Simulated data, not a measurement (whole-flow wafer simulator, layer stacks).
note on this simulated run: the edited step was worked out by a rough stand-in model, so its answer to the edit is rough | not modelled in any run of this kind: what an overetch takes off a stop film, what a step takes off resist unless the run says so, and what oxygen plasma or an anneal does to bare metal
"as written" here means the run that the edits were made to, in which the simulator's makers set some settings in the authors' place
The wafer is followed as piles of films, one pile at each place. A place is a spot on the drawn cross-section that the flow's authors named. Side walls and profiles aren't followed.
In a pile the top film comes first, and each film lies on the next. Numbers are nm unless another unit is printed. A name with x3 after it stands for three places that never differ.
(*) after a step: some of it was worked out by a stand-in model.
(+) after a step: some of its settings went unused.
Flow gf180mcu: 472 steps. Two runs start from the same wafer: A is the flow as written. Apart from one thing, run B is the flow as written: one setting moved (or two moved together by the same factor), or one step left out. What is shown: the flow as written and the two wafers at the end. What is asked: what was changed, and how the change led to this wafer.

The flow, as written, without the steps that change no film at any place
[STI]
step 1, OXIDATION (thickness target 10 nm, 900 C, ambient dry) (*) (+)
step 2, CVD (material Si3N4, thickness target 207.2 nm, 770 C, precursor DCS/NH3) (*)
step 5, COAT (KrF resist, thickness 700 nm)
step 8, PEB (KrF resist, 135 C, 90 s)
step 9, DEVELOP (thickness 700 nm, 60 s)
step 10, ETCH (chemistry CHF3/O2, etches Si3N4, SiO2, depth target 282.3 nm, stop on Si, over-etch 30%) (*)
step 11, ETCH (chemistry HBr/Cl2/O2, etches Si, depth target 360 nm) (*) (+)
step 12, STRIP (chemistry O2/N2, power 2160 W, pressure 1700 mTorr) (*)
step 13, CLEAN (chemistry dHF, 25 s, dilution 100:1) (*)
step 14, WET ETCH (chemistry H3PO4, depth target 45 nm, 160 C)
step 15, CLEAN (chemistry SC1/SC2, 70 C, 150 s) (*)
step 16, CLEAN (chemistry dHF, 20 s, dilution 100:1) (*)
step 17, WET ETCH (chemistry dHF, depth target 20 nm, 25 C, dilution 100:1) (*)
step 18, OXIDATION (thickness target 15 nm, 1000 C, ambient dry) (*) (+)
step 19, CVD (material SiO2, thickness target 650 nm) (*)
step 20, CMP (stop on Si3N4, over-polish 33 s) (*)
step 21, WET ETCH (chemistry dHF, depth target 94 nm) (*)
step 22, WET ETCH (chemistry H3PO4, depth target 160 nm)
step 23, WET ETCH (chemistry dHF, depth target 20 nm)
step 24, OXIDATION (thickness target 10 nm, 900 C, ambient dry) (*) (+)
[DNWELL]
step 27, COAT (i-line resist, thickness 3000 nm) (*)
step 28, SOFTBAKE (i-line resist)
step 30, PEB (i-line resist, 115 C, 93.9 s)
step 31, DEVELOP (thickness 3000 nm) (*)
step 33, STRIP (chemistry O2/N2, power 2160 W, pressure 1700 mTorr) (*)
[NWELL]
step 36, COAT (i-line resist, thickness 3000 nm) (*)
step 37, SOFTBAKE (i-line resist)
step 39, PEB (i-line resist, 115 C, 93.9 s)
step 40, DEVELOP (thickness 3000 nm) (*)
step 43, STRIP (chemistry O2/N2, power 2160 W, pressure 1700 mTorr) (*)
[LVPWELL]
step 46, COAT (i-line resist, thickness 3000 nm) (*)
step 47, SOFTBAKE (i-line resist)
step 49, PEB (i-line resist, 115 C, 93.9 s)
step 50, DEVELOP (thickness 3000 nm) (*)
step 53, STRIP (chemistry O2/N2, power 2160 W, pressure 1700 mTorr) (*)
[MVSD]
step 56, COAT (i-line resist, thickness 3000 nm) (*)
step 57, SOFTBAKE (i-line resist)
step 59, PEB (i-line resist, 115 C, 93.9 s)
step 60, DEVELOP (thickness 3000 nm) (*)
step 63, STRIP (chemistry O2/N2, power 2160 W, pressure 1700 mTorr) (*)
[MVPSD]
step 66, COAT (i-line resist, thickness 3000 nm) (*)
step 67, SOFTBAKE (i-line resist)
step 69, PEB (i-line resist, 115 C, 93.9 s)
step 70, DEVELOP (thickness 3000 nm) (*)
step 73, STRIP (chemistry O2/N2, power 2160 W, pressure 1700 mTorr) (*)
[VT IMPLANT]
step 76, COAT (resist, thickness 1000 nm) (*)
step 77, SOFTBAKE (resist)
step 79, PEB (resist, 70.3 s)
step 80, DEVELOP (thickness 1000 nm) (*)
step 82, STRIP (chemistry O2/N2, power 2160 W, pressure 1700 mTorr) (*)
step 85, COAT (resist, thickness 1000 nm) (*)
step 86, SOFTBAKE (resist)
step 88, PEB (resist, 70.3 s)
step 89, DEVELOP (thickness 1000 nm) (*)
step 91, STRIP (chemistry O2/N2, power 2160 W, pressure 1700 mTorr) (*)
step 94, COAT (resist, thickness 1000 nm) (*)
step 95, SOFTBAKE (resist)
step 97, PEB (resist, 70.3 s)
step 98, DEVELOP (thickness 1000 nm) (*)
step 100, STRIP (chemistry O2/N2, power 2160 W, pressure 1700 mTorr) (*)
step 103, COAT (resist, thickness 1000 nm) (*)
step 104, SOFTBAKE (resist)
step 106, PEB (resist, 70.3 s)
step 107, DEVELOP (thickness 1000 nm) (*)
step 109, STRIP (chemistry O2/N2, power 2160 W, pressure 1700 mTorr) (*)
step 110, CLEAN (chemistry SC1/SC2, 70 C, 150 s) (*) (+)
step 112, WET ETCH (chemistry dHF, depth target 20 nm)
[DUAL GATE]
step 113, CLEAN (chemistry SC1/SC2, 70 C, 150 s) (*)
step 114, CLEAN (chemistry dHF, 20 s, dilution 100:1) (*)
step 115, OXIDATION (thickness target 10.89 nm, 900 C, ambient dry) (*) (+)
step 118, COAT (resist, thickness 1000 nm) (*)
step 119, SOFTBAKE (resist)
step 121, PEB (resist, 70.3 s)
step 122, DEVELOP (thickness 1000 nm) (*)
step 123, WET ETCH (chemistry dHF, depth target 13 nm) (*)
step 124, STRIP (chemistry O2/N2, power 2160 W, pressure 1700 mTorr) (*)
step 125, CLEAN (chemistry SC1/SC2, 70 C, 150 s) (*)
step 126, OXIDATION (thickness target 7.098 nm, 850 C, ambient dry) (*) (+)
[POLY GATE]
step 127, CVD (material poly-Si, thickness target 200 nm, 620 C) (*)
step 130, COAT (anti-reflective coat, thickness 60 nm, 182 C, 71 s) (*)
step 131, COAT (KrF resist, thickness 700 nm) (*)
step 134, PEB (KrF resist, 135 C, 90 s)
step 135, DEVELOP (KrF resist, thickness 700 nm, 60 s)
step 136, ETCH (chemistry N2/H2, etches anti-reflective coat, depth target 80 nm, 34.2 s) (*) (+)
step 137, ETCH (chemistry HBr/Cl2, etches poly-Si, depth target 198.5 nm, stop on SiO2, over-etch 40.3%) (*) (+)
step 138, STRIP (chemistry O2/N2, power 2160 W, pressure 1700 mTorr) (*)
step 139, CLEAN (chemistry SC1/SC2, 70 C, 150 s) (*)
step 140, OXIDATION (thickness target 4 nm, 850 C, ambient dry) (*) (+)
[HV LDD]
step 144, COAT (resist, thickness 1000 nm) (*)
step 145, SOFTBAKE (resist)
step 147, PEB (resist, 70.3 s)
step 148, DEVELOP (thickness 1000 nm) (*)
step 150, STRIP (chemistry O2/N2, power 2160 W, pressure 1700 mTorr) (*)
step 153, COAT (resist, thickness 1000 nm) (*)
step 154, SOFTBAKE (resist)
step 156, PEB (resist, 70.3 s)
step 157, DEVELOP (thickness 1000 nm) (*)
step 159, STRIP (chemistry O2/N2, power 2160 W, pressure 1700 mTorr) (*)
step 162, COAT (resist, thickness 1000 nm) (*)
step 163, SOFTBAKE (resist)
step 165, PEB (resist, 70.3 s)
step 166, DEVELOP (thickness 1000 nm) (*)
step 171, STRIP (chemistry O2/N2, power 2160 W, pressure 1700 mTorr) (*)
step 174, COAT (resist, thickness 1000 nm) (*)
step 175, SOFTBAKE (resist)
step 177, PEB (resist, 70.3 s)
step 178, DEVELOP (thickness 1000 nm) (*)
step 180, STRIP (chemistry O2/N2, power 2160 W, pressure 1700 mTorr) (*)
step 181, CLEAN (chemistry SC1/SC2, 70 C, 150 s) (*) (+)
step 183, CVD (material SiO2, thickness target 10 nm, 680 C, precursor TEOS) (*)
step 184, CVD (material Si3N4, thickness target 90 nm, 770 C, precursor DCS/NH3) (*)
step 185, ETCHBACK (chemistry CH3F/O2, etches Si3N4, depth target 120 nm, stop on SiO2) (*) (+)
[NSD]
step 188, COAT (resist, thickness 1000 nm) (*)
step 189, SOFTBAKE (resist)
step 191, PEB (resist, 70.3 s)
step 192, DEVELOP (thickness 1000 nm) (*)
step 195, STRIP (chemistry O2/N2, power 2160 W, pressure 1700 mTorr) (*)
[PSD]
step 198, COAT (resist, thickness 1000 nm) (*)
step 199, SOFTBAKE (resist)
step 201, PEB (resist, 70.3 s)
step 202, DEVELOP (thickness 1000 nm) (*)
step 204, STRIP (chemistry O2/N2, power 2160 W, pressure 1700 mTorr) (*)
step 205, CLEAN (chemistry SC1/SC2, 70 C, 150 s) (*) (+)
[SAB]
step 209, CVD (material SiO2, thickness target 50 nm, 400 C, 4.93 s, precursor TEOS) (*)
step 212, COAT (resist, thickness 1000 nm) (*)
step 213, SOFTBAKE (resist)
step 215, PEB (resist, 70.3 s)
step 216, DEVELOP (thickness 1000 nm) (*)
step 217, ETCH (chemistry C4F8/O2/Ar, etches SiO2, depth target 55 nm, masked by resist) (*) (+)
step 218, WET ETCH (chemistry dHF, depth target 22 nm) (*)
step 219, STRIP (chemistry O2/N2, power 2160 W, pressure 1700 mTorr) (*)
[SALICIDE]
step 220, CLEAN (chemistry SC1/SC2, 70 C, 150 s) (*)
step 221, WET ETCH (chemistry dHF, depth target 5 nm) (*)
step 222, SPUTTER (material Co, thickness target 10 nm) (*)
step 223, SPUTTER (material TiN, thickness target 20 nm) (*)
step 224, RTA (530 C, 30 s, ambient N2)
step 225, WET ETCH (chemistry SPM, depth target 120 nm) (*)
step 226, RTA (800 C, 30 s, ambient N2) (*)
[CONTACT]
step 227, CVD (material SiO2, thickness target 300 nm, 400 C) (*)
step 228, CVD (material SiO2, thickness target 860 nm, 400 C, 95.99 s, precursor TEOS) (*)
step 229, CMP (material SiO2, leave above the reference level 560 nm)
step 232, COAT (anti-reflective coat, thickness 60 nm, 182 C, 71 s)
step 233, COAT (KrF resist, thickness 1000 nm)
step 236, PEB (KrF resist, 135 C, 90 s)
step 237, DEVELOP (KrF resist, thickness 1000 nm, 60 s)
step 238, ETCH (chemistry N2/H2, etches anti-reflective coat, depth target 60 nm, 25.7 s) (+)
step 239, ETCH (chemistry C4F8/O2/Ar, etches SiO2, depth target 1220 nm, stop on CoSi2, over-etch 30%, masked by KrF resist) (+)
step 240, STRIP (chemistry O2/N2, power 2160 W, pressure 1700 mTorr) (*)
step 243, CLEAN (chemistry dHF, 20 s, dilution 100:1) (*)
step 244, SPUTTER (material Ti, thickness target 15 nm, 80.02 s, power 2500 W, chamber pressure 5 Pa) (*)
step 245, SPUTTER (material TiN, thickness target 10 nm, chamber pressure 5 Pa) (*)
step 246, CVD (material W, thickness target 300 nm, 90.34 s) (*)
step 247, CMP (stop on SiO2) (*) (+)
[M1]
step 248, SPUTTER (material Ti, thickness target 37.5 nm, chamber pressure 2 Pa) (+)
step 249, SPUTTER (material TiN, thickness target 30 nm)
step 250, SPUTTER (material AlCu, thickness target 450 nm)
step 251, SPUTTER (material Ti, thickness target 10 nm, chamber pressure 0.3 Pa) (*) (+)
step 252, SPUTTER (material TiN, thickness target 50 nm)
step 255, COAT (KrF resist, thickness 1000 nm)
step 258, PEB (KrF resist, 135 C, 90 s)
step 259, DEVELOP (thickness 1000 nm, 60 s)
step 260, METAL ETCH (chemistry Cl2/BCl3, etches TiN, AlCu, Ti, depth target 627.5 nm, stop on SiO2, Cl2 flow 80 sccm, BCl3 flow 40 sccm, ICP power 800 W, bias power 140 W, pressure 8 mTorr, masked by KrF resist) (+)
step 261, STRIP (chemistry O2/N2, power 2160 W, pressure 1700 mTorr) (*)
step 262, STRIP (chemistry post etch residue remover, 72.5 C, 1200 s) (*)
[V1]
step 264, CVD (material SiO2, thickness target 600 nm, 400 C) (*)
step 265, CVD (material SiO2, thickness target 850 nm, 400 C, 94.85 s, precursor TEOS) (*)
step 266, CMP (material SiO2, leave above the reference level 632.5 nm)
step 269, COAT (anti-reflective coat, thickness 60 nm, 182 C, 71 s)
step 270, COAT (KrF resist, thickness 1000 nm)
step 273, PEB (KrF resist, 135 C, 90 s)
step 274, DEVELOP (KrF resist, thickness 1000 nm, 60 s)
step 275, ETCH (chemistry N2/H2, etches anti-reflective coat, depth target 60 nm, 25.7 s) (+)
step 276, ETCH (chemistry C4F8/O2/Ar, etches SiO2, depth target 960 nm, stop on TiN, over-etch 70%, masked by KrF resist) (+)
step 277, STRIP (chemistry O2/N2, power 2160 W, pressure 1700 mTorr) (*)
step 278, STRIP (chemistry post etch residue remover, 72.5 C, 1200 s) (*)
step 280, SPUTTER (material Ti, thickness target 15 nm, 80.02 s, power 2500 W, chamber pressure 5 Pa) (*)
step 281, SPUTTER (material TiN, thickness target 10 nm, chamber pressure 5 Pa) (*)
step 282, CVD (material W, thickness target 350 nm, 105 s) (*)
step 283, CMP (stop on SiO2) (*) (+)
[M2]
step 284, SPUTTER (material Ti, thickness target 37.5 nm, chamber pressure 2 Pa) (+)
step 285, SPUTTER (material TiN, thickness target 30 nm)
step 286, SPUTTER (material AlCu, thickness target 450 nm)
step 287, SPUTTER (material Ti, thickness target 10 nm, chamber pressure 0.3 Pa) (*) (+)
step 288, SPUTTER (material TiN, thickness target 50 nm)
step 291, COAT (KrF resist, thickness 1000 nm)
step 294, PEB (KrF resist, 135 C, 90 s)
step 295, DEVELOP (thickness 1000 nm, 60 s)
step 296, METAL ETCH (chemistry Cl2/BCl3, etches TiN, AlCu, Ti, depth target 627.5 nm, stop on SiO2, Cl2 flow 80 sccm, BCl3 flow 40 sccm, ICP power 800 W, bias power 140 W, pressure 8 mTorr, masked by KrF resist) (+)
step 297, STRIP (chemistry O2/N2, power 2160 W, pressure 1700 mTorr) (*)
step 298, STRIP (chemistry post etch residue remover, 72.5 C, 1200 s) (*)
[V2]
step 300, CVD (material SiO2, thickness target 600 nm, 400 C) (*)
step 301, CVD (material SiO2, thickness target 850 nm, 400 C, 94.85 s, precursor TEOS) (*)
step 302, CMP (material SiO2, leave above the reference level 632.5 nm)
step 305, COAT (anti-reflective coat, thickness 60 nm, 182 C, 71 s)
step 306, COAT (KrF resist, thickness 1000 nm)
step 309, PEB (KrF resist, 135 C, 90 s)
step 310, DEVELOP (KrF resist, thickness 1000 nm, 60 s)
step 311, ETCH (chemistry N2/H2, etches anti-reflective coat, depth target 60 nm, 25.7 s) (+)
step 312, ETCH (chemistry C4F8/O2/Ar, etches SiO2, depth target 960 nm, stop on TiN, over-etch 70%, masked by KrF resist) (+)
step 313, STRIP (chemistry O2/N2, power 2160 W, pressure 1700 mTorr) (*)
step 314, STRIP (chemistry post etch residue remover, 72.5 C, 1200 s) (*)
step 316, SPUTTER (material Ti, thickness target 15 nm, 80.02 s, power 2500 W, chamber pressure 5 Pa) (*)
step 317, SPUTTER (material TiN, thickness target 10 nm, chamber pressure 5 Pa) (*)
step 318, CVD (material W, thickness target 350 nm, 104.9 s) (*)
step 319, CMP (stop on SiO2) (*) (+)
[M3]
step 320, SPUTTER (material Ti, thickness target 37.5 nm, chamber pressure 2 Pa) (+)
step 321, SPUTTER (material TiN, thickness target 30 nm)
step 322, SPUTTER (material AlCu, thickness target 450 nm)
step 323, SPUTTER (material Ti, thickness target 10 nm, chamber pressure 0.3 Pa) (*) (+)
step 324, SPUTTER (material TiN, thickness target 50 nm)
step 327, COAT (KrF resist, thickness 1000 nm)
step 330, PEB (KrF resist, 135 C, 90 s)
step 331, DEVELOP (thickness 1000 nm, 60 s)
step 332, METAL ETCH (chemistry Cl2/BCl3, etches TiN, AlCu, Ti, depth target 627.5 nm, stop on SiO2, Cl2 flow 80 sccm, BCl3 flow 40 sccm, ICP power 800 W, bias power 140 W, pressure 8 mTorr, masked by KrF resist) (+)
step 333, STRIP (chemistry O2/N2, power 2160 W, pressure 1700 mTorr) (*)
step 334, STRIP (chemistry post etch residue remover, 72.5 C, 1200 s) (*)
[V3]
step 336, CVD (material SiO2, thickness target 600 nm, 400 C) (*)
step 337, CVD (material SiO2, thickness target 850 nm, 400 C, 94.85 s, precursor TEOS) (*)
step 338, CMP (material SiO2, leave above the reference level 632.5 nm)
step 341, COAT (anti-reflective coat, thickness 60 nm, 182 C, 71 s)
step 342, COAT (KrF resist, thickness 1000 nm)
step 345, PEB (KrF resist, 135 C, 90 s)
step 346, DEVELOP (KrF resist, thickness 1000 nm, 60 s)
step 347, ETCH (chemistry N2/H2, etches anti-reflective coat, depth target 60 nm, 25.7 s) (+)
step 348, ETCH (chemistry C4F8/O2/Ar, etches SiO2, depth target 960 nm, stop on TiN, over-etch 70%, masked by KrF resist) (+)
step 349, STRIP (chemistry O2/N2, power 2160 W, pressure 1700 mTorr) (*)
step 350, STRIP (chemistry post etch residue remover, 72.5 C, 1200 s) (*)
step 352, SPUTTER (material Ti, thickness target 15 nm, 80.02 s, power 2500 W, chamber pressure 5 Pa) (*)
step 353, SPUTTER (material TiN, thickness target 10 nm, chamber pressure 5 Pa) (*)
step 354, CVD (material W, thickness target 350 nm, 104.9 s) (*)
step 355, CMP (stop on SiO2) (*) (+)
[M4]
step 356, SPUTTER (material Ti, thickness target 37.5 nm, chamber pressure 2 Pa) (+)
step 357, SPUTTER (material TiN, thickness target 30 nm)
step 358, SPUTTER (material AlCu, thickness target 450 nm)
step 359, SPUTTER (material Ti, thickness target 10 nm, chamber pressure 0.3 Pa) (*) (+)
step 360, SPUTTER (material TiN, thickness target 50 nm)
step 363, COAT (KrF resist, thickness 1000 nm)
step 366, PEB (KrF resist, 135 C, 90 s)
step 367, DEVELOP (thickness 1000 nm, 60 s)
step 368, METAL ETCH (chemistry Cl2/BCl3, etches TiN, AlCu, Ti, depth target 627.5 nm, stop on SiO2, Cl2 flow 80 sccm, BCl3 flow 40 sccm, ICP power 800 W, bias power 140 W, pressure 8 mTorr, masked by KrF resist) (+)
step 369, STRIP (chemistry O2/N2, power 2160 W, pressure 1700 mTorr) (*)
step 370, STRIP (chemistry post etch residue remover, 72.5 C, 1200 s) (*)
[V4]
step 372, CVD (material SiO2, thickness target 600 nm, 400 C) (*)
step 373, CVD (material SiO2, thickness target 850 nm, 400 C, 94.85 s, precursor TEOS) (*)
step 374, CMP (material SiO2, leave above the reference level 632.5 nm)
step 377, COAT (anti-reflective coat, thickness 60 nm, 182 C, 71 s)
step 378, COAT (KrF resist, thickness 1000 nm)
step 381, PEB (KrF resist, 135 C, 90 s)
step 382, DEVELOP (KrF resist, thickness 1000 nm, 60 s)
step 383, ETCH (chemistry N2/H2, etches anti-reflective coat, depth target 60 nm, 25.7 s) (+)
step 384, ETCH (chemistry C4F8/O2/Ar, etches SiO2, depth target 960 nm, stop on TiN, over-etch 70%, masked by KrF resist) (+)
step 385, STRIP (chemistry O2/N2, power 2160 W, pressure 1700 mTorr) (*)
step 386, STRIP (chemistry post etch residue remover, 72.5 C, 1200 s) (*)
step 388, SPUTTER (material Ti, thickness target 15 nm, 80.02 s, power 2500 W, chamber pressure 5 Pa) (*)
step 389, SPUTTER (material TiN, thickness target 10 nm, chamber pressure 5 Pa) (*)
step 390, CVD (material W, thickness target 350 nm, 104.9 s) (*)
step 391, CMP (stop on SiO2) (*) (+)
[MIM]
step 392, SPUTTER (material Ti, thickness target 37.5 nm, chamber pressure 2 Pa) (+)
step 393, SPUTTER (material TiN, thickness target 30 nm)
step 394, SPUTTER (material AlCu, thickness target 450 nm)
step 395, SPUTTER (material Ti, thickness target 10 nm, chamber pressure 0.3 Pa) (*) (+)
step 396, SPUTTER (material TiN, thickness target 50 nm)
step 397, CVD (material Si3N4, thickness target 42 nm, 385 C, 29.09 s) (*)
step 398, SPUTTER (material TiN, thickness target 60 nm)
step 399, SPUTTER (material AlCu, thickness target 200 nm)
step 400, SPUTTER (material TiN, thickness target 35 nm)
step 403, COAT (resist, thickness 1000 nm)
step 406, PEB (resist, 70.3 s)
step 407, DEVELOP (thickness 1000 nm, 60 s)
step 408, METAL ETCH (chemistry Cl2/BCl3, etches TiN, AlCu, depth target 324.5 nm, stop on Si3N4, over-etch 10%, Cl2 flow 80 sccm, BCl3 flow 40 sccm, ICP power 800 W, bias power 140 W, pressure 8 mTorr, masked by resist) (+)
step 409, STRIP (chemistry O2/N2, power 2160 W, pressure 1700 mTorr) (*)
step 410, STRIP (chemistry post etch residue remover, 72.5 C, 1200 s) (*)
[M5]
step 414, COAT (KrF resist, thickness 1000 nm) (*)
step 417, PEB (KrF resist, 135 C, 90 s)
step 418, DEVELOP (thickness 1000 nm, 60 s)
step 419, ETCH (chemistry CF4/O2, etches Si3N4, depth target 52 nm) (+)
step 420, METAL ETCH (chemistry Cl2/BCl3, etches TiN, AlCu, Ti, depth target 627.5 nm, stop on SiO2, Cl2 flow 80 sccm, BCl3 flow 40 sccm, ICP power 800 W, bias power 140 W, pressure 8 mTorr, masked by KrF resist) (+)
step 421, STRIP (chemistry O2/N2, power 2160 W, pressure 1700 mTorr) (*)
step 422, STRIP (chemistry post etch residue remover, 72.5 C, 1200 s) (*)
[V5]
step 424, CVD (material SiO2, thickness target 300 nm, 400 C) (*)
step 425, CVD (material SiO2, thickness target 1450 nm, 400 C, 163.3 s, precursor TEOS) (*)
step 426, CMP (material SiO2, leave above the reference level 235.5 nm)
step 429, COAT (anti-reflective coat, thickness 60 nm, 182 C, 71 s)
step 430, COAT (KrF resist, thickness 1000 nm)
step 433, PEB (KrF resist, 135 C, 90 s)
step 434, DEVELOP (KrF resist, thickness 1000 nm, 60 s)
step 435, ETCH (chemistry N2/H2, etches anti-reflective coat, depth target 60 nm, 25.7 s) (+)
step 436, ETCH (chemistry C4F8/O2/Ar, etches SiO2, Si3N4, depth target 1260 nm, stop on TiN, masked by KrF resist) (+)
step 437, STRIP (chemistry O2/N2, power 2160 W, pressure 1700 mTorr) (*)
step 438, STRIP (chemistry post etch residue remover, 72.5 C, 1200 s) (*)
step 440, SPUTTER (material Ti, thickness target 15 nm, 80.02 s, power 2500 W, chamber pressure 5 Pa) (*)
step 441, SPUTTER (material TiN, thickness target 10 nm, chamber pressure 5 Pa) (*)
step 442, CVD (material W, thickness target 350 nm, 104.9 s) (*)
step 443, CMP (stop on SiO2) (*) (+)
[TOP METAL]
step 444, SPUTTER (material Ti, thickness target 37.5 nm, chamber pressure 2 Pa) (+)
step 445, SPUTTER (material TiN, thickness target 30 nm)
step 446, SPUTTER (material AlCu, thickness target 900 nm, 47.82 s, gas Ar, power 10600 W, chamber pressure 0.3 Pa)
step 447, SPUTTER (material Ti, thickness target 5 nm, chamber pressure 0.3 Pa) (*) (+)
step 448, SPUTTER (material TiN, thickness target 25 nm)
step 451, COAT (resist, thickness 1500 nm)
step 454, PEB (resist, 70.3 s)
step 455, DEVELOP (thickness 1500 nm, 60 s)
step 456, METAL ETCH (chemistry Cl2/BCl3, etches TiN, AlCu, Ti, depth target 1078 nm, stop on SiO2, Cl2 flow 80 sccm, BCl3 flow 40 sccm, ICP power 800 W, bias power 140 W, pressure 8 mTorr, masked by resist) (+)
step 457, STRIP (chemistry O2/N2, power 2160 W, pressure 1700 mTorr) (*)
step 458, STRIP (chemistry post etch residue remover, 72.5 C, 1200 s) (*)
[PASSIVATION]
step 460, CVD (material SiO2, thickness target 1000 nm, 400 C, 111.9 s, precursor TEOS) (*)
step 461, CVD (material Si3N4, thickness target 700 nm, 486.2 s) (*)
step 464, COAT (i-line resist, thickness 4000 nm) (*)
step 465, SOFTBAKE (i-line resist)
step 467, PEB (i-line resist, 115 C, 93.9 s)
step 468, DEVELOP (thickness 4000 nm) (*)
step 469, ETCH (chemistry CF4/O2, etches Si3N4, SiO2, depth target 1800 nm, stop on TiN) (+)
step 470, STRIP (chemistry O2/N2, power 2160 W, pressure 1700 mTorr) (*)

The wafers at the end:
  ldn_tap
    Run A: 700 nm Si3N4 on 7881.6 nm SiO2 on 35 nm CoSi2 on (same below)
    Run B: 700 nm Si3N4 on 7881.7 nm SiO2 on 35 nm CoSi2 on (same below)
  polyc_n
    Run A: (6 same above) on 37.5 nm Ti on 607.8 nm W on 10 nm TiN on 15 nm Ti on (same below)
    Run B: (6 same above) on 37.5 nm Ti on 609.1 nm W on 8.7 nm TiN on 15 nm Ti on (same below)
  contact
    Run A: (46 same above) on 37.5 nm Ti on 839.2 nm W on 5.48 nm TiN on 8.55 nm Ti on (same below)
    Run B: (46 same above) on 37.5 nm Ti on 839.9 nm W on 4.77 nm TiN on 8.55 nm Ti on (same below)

The reason: step 245, SPUTTER: thickness target 8.7 nm was run, while the flow as written has thickness target 10 nm.
One can read it off the wafer: polyc_n has TiN 8.7, and step 245 as written asks for 10 nm.

Step by step, how the change led to this:
  step 245, SPUTTER (material TiN, thickness target 10 nm, chamber pressure 5 Pa) (*)
      field, field__w1, field__w2 and 107 more: A +10 TiN (new film) | B +8.7 TiN (new film)
      contact: A +5.48 TiN (new film) | B +4.77 TiN (new film)
  step 247, CMP (stop on SiO2) (*) (+)
      field, field__w1, field__w2 and 105 more: A -300 W (all of it), -10 TiN (all of it), -15 Ti (all of it), -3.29 SiO2 | B -300 W (all of it), -8.7 TiN (all of it), -15 Ti (all of it), -3.28 SiO2
